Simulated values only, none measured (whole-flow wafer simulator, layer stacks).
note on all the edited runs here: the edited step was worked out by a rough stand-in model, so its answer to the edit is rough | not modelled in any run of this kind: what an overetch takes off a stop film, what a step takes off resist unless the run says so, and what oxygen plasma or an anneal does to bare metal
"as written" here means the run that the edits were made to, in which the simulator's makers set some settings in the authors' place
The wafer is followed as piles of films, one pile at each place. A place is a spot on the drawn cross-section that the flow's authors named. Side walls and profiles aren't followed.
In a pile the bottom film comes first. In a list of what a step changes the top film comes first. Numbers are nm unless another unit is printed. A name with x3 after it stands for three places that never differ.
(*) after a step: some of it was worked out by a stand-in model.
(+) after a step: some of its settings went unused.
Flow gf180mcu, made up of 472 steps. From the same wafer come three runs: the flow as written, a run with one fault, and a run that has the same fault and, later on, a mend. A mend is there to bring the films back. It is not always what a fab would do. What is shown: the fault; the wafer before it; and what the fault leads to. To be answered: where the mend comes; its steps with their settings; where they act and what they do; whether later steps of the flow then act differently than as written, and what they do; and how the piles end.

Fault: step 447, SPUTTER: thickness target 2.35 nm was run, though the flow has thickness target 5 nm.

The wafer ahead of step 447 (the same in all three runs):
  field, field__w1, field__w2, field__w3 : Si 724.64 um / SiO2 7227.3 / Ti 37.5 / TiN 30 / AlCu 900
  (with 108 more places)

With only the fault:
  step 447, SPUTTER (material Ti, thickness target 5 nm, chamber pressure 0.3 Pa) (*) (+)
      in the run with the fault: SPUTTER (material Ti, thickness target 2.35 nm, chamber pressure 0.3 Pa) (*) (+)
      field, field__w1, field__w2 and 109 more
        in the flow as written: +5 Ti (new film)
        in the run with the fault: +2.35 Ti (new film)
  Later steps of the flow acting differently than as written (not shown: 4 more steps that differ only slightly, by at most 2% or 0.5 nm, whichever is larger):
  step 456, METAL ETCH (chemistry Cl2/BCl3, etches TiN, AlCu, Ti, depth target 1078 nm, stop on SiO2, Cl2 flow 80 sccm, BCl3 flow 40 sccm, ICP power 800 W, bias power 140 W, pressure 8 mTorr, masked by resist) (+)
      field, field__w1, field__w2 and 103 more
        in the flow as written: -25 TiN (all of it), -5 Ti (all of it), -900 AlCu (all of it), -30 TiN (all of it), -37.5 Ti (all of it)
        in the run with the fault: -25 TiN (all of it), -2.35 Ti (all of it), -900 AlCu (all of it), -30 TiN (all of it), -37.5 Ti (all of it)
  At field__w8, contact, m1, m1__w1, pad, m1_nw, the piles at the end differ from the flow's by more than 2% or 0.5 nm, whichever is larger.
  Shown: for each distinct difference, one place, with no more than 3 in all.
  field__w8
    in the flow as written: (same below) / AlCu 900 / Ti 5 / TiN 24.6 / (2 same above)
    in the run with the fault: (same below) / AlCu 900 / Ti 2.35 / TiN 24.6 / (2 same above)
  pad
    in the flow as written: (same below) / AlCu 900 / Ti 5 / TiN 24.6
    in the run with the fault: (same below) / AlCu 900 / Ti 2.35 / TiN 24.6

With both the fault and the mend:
  The mend stands after step 447.
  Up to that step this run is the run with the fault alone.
  step 447a, SPUTTER (material Ti, thickness target 2.65 nm, chamber pressure 0.3 Pa) (*) (+) (a further turn of the flow's step 447, with different settings)
      field, field__w1, field__w2 and 109 more
        +2.65 Ti
  Every later step of the flow that is run acts as written at every place that is followed.
  The piles end the same as the flow's at every place that both follow.
